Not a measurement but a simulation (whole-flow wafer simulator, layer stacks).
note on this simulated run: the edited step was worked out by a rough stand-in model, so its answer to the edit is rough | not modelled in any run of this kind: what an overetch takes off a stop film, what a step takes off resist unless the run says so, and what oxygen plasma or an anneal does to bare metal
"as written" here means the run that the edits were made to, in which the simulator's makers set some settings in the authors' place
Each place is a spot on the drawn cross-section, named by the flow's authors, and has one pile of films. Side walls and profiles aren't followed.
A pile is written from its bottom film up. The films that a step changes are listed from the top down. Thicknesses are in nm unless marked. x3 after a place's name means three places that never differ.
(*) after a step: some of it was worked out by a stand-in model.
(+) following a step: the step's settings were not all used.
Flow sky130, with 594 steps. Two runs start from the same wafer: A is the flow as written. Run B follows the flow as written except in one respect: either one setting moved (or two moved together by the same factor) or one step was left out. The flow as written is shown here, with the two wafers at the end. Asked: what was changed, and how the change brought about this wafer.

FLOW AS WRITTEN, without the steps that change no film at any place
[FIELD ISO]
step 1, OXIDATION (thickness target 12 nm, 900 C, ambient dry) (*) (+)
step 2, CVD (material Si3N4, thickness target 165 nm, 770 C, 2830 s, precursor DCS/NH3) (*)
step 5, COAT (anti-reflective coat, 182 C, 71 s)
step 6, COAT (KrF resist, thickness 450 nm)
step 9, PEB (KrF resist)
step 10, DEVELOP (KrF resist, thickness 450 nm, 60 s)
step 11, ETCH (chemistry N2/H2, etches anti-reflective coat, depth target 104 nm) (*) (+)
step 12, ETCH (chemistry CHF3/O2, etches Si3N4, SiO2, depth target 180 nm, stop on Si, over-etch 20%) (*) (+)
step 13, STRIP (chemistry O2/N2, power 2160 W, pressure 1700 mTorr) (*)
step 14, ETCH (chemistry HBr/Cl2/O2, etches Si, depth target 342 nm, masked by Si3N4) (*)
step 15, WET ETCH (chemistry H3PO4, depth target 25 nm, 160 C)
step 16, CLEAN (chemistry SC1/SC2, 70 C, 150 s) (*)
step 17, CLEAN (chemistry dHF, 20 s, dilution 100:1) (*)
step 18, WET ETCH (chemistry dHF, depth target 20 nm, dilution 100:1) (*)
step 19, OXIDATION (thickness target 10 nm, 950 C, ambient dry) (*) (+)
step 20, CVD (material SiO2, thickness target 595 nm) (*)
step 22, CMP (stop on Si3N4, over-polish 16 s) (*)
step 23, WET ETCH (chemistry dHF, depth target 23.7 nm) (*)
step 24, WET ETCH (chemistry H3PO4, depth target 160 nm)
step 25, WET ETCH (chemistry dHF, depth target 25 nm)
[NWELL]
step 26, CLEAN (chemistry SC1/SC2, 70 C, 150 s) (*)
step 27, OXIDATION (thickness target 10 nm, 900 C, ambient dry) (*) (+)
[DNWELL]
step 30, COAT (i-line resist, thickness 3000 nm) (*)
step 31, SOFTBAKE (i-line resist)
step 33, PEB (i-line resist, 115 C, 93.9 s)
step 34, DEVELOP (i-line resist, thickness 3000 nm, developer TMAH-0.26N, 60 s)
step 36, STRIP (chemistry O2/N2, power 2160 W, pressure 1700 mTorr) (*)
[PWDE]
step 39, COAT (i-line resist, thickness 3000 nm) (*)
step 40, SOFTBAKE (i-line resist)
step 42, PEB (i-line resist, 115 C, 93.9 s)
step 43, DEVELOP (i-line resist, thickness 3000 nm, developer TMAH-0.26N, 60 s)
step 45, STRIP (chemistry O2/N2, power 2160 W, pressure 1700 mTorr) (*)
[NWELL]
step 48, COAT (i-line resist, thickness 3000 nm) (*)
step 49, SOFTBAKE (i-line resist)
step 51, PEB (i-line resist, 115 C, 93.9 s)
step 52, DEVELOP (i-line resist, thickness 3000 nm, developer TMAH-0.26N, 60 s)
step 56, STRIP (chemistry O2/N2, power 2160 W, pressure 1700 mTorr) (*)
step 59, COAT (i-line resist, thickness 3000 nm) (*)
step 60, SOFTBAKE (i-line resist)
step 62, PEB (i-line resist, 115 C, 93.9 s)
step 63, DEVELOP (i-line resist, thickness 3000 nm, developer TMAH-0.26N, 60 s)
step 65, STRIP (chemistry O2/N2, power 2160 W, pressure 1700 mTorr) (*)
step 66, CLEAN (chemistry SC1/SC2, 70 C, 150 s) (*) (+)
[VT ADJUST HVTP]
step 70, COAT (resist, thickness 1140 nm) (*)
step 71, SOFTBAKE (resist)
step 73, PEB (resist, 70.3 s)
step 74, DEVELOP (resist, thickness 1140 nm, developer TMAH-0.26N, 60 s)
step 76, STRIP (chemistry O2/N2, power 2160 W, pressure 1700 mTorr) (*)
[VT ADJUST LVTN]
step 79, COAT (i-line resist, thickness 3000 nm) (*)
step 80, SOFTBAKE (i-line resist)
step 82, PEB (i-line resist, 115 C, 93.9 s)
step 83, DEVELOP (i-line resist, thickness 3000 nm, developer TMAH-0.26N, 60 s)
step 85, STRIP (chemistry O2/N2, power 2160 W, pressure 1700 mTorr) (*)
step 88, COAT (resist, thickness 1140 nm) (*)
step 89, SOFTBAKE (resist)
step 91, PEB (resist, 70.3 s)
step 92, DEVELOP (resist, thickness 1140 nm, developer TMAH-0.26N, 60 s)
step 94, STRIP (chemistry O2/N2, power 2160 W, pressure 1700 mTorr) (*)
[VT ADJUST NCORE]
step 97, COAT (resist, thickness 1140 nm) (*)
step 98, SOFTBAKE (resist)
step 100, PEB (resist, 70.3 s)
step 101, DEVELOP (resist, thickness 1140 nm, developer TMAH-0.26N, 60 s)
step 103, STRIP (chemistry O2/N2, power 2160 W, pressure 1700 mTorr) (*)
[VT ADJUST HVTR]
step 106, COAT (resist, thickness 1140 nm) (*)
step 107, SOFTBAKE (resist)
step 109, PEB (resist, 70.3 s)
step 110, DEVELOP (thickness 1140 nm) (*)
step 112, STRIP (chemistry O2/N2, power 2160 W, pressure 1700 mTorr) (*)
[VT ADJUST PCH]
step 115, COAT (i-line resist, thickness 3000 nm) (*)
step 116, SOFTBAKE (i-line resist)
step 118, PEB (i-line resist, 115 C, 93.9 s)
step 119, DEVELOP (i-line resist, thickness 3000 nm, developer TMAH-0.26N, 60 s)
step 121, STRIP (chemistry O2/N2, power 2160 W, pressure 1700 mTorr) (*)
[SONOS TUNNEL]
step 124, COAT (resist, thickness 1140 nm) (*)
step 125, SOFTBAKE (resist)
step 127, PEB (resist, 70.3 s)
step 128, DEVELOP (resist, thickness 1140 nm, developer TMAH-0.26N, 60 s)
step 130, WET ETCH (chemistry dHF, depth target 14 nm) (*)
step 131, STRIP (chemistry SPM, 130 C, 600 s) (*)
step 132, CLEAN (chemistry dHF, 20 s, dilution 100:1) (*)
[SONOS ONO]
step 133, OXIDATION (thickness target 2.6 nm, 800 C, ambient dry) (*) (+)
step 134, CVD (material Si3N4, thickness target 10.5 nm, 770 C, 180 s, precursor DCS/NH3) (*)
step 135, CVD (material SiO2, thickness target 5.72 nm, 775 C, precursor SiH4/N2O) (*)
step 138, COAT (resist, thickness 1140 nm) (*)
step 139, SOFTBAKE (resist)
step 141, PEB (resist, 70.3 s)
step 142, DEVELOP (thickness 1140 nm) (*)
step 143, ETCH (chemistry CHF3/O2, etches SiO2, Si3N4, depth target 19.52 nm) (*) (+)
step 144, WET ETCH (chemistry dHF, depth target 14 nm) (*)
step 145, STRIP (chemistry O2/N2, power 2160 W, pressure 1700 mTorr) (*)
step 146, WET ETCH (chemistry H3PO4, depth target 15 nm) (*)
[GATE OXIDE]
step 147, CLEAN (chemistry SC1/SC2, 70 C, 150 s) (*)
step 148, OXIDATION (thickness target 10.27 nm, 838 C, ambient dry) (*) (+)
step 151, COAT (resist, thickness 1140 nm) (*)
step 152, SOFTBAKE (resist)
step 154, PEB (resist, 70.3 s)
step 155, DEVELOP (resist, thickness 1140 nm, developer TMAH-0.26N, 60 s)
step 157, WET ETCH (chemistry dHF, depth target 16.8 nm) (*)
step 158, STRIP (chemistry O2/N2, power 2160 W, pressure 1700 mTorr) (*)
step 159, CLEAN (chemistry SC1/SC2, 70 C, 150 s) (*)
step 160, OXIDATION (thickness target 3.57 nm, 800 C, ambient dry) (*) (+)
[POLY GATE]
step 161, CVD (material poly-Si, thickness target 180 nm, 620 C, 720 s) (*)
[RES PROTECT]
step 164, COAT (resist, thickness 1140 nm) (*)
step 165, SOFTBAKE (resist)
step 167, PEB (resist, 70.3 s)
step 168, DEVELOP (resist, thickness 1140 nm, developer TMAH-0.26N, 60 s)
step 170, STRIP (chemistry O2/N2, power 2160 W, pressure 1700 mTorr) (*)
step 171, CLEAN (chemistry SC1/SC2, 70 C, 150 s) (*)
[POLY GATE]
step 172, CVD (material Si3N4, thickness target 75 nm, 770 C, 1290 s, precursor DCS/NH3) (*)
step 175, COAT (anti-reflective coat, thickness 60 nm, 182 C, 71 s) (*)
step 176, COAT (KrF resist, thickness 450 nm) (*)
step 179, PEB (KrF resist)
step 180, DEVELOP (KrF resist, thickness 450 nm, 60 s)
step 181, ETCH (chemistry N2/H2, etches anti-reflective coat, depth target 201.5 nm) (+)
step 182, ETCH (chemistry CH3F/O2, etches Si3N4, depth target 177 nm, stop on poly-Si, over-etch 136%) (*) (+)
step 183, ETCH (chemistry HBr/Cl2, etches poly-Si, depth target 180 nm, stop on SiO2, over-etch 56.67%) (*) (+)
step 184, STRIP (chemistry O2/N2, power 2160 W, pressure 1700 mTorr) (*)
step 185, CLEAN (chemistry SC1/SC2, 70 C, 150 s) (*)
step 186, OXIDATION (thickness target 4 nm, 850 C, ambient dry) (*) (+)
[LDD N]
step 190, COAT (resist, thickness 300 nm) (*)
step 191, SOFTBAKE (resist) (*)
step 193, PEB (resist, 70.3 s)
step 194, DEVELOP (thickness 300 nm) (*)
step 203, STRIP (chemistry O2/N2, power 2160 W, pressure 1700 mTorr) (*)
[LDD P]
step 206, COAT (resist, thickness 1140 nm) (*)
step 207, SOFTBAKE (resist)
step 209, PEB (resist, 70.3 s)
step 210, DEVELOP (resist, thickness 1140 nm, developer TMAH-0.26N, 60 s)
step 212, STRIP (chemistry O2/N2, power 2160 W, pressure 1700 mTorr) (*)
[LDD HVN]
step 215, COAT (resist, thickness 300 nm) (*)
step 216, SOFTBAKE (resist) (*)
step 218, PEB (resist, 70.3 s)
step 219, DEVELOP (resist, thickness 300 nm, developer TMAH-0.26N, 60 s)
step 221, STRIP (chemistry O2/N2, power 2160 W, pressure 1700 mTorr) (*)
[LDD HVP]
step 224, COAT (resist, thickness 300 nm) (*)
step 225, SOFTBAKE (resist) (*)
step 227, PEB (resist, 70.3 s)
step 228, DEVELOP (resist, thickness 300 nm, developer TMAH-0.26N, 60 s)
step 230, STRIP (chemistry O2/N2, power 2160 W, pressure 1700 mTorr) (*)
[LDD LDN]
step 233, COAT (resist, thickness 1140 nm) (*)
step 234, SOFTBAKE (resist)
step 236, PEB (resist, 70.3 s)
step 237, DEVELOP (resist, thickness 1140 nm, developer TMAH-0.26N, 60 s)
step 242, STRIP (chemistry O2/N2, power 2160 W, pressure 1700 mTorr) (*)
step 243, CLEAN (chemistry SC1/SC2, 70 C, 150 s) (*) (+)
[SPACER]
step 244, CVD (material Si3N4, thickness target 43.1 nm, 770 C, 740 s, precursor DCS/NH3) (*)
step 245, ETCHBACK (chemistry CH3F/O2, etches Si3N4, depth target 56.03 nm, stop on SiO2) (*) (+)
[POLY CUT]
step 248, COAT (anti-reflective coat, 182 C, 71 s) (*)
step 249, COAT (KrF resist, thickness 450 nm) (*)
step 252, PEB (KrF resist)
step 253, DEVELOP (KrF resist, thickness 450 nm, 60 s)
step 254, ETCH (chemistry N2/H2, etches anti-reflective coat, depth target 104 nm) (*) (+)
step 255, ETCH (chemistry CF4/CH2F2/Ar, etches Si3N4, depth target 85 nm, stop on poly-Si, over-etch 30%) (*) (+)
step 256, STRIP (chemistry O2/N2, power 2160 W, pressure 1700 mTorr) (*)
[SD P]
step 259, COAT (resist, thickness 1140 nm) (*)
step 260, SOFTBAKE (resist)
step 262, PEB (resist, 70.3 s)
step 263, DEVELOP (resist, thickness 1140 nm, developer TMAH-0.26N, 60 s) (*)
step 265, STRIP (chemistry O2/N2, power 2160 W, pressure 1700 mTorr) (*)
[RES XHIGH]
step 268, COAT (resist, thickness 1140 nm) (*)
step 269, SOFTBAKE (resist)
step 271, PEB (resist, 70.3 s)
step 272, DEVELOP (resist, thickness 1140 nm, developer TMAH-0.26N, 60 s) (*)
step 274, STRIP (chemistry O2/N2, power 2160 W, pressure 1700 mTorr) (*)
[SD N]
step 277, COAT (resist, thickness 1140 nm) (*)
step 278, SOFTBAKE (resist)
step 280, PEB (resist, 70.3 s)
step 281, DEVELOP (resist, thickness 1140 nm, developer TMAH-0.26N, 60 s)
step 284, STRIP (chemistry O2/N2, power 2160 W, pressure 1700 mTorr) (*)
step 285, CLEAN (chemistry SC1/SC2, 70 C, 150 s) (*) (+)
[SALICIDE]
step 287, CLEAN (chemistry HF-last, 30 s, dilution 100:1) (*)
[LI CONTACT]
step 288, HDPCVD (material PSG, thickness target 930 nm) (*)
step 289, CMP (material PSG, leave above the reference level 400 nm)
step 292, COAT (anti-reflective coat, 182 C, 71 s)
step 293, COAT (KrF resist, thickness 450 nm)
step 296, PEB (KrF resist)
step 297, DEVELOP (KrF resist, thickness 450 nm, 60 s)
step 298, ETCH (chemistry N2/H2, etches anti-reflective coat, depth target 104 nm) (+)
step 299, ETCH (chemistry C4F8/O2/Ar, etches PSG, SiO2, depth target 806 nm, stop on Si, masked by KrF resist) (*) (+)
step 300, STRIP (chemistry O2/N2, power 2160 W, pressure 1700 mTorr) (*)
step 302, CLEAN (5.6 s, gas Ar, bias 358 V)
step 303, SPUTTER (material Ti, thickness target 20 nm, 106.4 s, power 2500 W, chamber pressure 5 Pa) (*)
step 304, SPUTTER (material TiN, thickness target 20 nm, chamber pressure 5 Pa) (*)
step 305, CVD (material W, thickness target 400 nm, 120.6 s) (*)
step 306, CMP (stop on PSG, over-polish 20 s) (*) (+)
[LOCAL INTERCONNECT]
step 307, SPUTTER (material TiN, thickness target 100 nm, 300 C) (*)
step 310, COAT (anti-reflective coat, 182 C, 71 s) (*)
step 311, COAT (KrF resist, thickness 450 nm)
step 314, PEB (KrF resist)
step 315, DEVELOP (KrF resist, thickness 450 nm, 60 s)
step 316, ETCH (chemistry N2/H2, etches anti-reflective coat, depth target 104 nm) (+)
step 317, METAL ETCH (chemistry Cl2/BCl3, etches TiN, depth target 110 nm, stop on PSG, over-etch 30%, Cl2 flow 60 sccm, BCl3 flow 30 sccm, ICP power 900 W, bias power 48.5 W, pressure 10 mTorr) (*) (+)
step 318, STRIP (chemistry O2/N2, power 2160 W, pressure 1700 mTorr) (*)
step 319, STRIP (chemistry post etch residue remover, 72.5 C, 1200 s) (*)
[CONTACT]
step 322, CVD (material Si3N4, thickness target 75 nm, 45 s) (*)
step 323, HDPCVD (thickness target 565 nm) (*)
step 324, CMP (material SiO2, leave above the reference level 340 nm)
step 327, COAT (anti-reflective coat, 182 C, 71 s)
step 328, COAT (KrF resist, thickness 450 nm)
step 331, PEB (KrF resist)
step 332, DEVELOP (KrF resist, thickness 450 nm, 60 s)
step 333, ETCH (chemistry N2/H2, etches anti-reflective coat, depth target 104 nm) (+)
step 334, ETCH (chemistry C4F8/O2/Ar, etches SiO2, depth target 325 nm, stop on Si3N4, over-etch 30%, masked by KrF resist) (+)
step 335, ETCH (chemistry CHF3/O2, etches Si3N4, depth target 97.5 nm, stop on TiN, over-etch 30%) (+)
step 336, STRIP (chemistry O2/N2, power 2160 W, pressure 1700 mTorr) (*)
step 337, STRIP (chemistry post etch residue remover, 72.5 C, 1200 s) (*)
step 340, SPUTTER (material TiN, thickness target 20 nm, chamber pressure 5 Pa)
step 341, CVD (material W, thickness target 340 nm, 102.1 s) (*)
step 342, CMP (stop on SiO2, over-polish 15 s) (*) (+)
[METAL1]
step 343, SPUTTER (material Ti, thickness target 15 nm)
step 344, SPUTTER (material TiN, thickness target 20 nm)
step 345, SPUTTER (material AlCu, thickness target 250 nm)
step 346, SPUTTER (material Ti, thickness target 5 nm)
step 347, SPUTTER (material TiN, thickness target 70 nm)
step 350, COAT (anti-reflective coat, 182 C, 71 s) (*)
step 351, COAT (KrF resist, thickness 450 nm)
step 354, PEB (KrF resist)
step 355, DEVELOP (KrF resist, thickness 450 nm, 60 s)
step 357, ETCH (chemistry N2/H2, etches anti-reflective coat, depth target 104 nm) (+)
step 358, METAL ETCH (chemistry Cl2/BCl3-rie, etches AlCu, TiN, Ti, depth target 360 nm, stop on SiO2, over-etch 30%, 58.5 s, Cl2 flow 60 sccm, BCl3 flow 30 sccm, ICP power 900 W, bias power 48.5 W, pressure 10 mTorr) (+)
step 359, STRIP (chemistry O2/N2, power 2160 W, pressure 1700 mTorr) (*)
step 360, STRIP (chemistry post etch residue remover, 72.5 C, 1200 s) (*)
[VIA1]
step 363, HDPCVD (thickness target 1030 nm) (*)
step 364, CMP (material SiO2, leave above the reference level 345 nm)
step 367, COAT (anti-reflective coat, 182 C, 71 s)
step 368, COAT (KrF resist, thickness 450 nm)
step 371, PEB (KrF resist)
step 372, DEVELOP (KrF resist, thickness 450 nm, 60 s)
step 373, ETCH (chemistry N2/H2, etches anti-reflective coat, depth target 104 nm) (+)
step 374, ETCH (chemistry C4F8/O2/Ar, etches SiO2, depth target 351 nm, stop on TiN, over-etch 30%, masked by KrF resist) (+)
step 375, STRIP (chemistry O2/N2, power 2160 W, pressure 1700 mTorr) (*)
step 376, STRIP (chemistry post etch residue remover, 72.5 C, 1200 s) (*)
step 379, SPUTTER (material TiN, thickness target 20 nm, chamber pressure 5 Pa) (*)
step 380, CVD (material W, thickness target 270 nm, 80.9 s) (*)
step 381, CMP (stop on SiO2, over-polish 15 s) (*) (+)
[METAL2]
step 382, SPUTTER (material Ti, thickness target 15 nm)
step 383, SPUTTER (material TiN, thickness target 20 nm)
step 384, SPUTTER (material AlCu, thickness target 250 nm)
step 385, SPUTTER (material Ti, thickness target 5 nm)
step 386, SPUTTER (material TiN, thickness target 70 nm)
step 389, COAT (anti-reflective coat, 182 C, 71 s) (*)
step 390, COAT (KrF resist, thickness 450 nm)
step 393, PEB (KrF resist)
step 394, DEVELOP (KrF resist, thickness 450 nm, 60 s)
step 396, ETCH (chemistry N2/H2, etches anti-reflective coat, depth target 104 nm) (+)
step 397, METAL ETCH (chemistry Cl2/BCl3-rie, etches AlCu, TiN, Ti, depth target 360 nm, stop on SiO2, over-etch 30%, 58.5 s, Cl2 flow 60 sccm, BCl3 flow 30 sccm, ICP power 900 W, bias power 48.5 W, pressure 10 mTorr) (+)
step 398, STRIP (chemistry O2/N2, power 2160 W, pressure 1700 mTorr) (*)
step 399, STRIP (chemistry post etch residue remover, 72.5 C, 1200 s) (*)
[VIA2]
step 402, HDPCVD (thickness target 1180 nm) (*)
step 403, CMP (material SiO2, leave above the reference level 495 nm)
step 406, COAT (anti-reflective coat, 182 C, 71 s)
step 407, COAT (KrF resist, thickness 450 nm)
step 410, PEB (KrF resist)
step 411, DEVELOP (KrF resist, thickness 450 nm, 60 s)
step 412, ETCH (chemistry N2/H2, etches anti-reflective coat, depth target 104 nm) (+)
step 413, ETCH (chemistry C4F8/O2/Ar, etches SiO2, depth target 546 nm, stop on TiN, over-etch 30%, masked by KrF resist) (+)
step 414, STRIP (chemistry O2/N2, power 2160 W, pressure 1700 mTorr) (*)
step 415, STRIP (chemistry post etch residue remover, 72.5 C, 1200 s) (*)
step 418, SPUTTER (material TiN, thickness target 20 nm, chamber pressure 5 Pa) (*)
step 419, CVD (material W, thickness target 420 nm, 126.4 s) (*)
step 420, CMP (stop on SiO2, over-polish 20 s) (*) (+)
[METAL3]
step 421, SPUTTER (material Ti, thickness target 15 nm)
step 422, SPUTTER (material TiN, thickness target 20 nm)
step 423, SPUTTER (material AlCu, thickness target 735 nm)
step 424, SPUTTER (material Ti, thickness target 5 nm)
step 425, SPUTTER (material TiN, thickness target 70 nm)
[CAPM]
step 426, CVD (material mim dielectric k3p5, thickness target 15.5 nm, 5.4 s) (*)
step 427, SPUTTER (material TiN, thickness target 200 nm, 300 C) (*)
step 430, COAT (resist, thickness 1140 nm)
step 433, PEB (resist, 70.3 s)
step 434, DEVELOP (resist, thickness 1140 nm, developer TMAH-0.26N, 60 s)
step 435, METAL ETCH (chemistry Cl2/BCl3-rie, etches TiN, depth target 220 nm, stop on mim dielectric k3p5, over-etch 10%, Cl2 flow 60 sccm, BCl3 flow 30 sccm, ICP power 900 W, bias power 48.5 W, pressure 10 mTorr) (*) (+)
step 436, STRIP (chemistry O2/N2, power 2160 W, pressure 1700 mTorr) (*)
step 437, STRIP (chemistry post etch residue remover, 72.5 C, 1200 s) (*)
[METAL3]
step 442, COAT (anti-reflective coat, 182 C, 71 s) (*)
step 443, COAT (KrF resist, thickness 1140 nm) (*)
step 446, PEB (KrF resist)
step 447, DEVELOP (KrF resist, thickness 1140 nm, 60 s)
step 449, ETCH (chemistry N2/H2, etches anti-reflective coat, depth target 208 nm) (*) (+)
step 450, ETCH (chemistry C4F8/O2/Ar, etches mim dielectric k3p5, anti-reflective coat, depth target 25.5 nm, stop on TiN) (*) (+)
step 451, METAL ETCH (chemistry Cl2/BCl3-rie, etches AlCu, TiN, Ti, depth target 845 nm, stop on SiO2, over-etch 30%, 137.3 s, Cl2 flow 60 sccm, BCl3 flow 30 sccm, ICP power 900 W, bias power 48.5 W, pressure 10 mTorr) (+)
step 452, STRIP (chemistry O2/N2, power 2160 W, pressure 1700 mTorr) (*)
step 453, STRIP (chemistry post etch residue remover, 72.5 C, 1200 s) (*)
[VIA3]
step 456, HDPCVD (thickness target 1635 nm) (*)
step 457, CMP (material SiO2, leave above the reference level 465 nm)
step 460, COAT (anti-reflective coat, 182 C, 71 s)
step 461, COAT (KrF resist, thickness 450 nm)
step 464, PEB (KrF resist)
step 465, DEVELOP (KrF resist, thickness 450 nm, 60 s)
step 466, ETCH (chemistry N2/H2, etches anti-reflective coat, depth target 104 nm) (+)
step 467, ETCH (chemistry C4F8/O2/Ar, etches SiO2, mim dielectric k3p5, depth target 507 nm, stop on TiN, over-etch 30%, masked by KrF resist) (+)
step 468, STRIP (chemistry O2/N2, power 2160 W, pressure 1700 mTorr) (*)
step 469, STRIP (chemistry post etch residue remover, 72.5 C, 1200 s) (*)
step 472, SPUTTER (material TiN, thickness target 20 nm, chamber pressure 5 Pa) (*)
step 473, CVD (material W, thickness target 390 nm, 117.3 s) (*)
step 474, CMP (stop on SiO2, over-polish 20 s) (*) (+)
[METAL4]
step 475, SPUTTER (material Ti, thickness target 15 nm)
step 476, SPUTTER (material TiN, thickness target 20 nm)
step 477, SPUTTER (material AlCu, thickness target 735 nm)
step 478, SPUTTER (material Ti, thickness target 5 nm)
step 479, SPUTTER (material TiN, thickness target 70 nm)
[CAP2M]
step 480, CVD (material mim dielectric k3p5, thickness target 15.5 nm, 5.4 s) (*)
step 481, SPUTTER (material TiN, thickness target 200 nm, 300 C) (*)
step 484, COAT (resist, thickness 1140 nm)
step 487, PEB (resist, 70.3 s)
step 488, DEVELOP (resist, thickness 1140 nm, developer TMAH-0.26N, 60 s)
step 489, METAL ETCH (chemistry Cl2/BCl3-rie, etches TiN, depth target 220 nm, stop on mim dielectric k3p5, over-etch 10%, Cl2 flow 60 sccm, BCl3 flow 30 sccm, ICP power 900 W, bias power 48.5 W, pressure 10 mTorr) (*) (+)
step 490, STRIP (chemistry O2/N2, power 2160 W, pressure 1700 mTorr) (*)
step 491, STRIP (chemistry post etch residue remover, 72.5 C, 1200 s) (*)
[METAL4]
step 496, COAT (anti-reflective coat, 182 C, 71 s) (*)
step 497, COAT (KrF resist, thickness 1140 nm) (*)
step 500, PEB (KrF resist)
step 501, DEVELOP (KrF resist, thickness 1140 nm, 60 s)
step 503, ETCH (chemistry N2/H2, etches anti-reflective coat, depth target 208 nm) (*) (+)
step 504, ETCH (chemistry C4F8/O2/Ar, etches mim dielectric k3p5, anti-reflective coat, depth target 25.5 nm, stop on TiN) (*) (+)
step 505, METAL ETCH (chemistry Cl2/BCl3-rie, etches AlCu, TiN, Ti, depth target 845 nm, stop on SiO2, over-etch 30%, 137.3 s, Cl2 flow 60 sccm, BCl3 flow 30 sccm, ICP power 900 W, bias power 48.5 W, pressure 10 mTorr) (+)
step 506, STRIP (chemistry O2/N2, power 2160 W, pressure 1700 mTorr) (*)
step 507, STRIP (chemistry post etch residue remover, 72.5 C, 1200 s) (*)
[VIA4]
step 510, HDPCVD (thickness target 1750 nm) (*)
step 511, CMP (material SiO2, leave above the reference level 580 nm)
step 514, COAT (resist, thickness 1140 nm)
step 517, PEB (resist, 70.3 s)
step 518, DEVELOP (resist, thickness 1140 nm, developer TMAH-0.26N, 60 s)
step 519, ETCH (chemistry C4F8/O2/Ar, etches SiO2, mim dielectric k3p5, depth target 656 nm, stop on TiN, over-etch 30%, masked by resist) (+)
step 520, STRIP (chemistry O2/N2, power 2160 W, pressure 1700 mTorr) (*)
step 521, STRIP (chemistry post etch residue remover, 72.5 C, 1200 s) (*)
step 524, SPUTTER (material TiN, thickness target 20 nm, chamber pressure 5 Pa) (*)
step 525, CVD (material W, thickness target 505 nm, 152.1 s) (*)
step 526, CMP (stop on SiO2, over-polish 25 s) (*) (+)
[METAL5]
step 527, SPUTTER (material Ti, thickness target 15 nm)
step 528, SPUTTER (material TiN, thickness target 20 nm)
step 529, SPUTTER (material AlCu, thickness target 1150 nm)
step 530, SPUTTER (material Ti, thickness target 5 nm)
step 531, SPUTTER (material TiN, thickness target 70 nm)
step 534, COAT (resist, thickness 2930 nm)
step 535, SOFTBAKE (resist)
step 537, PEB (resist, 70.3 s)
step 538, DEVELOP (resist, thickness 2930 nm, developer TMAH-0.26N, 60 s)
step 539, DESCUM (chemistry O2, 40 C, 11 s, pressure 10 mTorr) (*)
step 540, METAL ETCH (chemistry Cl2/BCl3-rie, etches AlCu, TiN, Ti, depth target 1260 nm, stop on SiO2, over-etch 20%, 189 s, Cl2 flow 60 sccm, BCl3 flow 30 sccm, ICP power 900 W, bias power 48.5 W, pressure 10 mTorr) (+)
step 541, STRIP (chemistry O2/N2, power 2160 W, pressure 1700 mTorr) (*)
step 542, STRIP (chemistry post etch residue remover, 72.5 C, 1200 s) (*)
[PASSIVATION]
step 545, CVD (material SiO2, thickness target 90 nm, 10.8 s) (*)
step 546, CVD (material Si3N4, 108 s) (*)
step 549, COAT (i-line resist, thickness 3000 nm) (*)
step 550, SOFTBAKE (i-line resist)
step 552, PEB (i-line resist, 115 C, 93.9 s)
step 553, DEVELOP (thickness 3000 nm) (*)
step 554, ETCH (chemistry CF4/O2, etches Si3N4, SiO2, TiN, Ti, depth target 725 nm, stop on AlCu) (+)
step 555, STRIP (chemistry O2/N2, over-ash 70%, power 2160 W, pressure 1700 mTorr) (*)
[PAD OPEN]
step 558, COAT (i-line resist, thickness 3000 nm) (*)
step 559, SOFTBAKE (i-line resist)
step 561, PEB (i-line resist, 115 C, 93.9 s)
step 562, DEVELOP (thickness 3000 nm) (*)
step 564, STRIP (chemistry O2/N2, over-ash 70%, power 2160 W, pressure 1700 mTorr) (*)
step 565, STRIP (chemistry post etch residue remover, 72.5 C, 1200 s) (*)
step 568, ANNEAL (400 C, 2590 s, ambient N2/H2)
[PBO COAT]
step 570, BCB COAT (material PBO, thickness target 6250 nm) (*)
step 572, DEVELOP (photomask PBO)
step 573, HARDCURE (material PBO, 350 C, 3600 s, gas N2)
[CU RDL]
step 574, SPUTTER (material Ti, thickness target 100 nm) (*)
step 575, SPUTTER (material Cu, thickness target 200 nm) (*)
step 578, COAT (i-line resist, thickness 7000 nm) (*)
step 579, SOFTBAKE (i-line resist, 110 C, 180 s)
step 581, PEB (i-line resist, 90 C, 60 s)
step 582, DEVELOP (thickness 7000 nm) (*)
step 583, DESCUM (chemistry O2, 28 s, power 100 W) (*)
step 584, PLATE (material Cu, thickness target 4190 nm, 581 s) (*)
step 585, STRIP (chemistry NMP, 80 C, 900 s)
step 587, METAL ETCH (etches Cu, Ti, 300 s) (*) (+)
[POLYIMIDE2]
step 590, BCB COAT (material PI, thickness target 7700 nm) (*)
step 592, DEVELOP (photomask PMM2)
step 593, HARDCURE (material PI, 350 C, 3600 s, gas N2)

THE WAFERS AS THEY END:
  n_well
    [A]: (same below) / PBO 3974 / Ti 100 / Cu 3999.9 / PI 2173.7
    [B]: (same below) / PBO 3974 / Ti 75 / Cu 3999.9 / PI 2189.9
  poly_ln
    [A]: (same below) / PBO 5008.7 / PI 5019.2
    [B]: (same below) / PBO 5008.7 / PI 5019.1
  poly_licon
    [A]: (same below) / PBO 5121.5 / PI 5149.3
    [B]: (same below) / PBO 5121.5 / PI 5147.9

What caused this: step 574, SPUTTER: thickness target 75 nm was run, while the flow as written has thickness target 100 nm.
One can read it off the wafer: n_well has Ti 75, and step 574 as written asks for 100 nm.

The path from the change to this, step by step:
  step 574, SPUTTER (material Ti, thickness target 100 nm) (*)
      field, active, n_well and 190 more: A +100 Ti (new film) | B +75 Ti (new film)
  step 587, METAL ETCH (etches Cu, Ti, 300 s) (*) (+)
      field, active, gate and 167 more: A -200 Cu (all of it), -100 Ti (all of it) | B -200 Cu (all of it), -75 Ti (all of it)
  step 590, BCB COAT (material PI, thickness target 7700 nm) (*)
      de16_gate_nw: A +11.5 um PI (new film) | B +11.48 um PI (new film)
